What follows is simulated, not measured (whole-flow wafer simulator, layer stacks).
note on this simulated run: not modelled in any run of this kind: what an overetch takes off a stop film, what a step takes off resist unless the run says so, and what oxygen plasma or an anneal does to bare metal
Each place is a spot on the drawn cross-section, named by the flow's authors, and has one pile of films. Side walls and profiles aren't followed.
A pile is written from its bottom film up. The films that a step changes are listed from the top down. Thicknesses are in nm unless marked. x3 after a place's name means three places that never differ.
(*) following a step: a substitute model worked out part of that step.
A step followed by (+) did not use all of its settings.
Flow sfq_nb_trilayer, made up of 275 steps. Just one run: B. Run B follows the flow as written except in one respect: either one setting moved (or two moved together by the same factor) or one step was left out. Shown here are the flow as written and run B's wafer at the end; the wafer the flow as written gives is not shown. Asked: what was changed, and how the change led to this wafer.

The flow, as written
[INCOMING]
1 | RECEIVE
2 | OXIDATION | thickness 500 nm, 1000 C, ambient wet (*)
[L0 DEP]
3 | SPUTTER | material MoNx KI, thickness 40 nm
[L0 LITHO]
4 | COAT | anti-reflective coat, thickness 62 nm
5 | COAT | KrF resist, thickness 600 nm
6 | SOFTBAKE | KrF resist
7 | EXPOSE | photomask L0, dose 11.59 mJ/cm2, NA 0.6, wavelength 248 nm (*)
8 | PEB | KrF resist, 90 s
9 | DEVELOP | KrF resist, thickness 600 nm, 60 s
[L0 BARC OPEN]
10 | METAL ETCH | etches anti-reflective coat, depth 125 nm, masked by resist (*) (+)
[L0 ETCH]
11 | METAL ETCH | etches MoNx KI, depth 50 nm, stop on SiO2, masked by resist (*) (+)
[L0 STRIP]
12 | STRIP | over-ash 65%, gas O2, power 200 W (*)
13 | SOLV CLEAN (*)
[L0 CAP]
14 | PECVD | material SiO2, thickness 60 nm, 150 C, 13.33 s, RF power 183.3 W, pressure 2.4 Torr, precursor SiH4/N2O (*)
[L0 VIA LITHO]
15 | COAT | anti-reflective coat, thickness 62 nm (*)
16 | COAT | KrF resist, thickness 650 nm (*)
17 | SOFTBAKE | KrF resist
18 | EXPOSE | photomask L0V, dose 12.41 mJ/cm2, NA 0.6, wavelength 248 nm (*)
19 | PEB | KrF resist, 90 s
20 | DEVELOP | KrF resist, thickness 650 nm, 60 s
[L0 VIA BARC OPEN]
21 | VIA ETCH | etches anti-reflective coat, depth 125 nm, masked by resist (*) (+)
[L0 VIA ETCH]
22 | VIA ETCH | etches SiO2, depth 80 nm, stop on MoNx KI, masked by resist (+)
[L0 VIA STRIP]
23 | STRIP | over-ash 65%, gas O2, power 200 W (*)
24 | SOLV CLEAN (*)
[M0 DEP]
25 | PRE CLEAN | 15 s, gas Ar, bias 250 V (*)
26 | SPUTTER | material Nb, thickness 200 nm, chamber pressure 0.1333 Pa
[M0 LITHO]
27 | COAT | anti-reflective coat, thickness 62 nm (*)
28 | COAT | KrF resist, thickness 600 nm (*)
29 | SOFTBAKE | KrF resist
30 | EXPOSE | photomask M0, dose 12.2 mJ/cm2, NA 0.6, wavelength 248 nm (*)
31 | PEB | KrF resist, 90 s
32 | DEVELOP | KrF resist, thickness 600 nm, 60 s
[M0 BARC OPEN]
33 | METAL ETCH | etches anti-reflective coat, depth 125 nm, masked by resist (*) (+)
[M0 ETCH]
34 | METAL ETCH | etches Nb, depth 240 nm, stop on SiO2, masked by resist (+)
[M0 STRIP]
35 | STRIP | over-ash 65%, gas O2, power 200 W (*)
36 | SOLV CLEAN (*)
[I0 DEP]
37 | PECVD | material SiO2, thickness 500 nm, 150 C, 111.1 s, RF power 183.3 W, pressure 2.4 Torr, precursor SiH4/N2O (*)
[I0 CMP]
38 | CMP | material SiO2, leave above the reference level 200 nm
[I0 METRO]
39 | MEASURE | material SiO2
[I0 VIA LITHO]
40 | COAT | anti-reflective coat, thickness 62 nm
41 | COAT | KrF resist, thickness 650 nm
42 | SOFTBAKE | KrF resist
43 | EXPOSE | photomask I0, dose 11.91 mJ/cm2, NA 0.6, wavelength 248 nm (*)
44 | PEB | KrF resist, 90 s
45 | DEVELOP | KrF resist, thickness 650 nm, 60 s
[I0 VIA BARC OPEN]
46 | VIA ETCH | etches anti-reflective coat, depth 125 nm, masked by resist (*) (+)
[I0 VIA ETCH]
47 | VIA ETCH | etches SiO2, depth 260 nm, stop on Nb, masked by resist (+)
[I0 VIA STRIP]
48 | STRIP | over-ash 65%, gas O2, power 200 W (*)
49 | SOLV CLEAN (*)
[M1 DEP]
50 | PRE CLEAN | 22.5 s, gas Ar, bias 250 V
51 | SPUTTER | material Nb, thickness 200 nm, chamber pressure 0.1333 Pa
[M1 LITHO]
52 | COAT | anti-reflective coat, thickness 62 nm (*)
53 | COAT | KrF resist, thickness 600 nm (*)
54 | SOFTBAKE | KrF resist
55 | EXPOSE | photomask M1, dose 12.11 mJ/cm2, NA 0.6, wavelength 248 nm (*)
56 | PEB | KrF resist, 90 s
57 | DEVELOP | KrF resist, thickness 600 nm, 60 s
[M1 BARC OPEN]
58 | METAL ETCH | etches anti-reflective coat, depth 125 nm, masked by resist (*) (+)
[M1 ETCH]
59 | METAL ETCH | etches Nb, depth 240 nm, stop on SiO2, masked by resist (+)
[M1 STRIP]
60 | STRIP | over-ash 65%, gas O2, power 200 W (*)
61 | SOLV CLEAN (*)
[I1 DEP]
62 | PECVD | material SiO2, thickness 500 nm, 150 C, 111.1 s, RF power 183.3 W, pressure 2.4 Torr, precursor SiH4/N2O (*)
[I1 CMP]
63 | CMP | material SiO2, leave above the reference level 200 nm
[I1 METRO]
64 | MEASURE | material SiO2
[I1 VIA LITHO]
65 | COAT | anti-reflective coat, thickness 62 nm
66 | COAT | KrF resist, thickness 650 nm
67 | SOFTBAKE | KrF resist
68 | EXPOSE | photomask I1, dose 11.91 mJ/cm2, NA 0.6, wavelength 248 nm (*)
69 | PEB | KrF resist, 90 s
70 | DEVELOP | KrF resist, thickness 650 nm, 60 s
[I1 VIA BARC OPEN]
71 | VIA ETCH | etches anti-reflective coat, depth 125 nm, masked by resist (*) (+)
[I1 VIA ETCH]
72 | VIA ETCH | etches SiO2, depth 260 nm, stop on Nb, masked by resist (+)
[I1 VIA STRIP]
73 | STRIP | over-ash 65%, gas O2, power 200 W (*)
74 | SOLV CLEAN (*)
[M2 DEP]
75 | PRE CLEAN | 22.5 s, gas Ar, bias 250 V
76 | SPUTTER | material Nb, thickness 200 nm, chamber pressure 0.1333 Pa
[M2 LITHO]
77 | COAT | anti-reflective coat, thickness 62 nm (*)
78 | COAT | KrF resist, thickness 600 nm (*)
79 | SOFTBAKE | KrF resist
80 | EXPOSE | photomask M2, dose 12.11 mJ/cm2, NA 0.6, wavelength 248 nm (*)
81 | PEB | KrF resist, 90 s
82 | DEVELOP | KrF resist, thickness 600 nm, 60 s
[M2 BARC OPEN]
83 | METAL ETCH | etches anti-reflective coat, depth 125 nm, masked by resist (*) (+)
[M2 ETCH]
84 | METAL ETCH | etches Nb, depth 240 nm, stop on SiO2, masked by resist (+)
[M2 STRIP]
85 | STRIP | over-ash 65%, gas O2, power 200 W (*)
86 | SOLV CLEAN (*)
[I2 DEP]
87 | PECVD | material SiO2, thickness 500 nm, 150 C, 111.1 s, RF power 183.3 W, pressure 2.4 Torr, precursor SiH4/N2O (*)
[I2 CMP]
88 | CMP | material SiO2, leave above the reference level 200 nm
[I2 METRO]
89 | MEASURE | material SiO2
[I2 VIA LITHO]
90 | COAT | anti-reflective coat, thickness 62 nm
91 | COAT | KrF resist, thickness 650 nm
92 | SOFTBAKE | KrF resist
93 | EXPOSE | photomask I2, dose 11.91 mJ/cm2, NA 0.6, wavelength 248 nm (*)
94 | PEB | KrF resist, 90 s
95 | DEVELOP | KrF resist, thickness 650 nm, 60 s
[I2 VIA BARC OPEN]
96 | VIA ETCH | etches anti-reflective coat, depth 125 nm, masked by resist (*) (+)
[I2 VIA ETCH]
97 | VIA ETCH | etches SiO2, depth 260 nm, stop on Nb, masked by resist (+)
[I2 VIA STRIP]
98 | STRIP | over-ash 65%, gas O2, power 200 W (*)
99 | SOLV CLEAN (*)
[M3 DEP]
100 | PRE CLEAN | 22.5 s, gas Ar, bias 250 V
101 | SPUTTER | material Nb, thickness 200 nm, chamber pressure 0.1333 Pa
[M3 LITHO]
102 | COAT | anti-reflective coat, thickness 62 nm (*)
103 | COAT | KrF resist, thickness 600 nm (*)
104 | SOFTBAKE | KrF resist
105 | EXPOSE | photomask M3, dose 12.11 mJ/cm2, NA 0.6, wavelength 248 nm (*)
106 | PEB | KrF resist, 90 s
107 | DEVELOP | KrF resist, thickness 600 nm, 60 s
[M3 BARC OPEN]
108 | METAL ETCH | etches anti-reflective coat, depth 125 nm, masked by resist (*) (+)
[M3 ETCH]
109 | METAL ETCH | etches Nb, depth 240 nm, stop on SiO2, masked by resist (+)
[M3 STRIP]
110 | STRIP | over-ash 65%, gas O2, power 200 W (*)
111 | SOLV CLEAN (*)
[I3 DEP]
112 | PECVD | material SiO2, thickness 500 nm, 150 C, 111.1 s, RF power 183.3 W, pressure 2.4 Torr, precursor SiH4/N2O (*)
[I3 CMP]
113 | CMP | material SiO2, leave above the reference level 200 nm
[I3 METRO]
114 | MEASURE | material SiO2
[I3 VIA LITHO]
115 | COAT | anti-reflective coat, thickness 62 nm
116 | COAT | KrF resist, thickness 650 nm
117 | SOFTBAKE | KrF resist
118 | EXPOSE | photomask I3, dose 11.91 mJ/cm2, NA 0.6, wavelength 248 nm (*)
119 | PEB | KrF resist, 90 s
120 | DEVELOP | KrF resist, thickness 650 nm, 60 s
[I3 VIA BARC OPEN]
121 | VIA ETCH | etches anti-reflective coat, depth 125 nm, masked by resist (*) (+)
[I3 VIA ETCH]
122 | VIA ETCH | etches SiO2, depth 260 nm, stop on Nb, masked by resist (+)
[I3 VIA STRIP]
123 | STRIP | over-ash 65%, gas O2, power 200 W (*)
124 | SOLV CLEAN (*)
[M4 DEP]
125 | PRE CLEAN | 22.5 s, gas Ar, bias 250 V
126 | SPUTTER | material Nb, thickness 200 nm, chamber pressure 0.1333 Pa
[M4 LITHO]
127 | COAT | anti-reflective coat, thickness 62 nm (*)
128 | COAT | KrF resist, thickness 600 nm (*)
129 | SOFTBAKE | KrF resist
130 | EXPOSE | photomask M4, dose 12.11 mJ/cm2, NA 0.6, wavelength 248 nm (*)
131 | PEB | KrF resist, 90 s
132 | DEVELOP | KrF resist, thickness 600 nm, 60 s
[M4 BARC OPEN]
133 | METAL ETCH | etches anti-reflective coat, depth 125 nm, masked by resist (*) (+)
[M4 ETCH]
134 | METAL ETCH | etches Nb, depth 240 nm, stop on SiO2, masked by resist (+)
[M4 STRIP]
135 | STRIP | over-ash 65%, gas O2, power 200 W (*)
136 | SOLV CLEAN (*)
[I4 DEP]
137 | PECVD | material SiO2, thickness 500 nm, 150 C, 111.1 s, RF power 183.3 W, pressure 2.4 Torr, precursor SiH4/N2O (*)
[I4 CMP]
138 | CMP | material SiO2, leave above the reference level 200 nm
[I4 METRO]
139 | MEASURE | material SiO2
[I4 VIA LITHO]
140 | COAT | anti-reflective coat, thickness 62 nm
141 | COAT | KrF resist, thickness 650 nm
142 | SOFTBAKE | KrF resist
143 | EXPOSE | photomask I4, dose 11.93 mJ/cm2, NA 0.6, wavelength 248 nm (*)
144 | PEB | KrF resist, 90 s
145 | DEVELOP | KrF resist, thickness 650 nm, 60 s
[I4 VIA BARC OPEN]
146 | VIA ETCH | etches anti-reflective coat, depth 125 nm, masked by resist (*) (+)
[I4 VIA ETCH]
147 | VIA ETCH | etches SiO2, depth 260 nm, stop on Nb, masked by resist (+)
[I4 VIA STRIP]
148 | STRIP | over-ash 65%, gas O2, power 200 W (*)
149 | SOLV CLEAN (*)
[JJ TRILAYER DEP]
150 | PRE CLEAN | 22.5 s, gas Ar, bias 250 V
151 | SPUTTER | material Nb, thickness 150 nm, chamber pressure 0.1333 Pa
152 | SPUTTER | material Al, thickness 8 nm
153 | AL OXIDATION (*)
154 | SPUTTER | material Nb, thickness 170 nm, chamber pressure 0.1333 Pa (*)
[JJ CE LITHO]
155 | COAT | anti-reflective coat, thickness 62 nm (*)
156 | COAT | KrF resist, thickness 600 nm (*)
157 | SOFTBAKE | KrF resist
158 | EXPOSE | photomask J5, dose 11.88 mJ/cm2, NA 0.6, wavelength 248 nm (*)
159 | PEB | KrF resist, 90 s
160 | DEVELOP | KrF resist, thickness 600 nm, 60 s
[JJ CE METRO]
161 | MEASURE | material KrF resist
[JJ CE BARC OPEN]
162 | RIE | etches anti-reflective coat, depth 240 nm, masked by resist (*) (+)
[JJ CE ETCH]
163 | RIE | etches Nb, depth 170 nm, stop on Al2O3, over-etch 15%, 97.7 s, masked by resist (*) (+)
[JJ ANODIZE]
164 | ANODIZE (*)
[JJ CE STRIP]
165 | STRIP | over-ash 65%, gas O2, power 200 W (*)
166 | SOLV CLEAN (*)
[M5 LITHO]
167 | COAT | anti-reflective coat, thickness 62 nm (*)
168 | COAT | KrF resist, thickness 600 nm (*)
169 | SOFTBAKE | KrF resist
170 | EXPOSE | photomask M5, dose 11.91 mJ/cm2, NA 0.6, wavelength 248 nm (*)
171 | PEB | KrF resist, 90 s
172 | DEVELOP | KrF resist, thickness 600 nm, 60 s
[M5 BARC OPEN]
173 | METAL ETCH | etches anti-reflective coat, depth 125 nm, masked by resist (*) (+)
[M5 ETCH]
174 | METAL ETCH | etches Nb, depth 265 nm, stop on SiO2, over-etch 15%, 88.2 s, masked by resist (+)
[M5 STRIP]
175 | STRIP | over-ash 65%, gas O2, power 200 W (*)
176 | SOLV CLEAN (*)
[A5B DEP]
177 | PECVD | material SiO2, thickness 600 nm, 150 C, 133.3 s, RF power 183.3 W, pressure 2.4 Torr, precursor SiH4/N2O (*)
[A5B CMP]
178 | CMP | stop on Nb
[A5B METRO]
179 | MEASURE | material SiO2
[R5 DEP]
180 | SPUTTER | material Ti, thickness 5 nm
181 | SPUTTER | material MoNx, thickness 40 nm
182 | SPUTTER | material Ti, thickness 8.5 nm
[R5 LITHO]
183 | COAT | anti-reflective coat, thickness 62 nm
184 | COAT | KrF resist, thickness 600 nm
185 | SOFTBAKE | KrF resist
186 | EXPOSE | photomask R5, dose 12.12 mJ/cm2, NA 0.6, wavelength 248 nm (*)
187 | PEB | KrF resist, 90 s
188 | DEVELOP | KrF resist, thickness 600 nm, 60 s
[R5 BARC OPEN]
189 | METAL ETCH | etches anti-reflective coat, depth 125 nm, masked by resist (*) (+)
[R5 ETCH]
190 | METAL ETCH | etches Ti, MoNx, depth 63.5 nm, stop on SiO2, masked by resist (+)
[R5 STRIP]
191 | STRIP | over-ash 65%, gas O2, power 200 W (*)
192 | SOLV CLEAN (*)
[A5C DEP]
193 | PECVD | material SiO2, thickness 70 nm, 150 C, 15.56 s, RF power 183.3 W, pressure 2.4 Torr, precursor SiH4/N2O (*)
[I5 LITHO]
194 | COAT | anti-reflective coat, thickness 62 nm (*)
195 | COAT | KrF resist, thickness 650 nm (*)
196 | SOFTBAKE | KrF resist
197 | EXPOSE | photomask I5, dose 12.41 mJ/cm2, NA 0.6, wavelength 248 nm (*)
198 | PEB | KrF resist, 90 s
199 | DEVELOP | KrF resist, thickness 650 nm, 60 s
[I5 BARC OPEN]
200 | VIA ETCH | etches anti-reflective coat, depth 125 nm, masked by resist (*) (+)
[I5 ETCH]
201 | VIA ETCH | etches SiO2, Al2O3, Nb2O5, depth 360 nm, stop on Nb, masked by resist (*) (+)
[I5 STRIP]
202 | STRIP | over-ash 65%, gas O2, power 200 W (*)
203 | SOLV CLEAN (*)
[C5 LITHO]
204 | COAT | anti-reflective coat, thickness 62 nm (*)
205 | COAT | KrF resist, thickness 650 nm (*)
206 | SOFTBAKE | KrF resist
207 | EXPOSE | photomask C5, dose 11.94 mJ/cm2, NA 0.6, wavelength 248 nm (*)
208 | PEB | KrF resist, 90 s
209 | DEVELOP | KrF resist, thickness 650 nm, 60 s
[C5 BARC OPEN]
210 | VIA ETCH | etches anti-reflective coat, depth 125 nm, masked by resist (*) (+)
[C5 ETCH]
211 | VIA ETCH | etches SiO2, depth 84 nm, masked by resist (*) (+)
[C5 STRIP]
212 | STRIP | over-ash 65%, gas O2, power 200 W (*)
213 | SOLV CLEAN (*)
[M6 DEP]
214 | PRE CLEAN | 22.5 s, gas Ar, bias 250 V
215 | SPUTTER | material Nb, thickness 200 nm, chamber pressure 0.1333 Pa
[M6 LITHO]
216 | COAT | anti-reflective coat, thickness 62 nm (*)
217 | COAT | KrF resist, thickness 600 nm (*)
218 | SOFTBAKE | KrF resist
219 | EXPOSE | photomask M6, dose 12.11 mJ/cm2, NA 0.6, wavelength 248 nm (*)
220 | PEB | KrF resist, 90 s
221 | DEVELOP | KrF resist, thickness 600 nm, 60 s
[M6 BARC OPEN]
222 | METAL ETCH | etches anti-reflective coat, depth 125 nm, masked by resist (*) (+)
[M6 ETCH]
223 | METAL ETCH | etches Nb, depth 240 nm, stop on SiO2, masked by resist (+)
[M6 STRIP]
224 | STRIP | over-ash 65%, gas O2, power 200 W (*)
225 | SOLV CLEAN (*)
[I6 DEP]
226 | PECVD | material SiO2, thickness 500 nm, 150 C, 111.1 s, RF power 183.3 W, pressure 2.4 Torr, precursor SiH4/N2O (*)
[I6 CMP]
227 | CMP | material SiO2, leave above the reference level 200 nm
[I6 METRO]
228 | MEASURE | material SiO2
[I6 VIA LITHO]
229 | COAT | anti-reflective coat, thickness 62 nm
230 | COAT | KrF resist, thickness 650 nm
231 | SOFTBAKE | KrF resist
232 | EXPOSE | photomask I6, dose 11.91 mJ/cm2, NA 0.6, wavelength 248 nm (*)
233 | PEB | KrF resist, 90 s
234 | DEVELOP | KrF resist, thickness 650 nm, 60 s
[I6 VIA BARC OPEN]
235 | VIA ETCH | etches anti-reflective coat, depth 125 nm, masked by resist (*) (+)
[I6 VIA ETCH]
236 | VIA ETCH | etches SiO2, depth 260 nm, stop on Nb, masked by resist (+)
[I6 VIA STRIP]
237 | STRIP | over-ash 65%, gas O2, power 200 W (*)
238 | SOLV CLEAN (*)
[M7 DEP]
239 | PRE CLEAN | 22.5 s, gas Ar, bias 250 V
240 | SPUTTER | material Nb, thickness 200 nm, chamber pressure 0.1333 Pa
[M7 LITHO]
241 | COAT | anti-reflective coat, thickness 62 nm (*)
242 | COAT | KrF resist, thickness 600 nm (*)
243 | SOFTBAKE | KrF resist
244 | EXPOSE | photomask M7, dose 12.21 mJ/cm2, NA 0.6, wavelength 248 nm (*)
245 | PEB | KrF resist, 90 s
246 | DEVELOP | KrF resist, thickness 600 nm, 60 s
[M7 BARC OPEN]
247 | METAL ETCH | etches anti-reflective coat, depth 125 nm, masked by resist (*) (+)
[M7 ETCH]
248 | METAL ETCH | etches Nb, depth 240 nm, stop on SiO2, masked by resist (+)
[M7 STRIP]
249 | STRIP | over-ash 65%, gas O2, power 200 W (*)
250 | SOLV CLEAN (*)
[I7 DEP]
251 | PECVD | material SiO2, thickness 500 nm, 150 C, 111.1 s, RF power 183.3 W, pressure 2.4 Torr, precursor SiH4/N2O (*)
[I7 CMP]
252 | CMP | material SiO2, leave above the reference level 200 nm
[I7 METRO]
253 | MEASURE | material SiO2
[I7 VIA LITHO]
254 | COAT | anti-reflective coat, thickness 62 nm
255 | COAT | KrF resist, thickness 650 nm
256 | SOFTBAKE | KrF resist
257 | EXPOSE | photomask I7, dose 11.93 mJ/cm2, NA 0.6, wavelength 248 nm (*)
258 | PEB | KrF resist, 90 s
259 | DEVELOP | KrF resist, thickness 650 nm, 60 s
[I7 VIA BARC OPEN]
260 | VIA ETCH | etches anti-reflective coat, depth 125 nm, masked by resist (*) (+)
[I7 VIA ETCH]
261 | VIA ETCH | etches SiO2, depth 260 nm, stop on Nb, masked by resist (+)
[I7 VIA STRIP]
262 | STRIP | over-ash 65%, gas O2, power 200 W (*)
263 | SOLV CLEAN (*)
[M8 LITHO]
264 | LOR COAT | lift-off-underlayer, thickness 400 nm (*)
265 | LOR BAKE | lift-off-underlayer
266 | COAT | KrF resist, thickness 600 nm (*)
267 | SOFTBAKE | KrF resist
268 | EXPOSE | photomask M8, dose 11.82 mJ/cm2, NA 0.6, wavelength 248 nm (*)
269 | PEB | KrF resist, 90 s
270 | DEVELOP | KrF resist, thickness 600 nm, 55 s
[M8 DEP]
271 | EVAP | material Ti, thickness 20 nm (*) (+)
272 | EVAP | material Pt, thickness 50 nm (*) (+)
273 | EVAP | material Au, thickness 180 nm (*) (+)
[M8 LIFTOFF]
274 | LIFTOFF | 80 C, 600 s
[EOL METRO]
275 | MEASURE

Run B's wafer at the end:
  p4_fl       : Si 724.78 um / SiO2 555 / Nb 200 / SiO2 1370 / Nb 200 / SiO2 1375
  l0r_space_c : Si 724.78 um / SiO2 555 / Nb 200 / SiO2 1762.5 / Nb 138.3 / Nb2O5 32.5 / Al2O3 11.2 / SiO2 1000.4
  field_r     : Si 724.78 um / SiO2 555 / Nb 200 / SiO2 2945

What caused this: step 152, SPUTTER: thickness 7.12 nm was run, whereas the flow has thickness 8 nm.

The path from the change to this, step by step:
  152 | SPUTTER | material Al, thickness 8 nm
      field_l, v_sur, via_sp and 100 more: +7.12 Al (new film) (as written it would have been: +8 Al (new film))
      via_wl, via_wr: +4.57 Al (new film) (as written it would have been: +5.14 Al (new film))
      (as well as at 1 more place)
  164 | ANODIZE (*)
      field_l, v_sur, via_sp and 96 more: +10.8 Al2O3, +32.5 Nb2O5 (new film), -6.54 Al (all of it), -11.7 Nb (as written it would have been: +12.2 Al2O3, +29.9 Nb2O5 (new film), -7.42 Al (all of it), -10.8 Nb)
      via_wl, via_wr: +6.59 Al2O3 (new film), +40.9 Nb2O5 (new film), -3.99 Al (all of it), -14.7 Nb (as written it would have been: +7.52 Al2O3 (new film), +39.2 Nb2O5 (new film), -4.56 Al (all of it), -14.1 Nb)
      (as well as at 1 more place)
  167 | COAT | anti-reflective coat, thickness 62 nm (*)
      ce_l: +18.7 anti-reflective coat (new film) (as written it would have been: +19.6 anti-reflective coat (new film))
      ce_r: +18.7 anti-reflective coat (new film) (as written it would have been: +19.7 anti-reflective coat (new film))
  174 | METAL ETCH | etches Nb, depth 265 nm, stop on SiO2, over-etch 15%, 88.2 s, masked by resist (+)
      field_l, r_sur, res and 50 more: -11.2 Al2O3 (all of it), -32.5 Nb2O5 (all of it), -138.3 Nb (all of it), -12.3 SiO2 (as written it would have been: -12.6 Al2O3 (all of it), -29.9 Nb2O5 (all of it), -139.2 Nb (all of it), -12.3 SiO2)
  175 | STRIP | over-ash 65%, gas O2, power 200 W (*)
      ce_l: -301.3 KrF resist (all of it), -18.7 anti-reflective coat (all of it) (as written it would have been: -299.6 KrF resist (all of it), -19.6 anti-reflective coat (all of it))
      ce_r: -301.5 KrF resist (all of it), -18.7 anti-reflective coat (all of it) (as written it would have been: -299.9 KrF resist (all of it), -19.7 anti-reflective coat (all of it))
  201 | VIA ETCH | etches SiO2, Al2O3, Nb2O5, depth 360 nm, stop on Nb, masked by resist (*) (+)
      be: -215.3 SiO2 (all of it), -11.2 Al2O3 (all of it), -32.5 Nb2O5 (all of it) (as written it would have been: -216.4 SiO2 (all of it), -12.7 Al2O3 (all of it), -29.9 Nb2O5 (all of it))
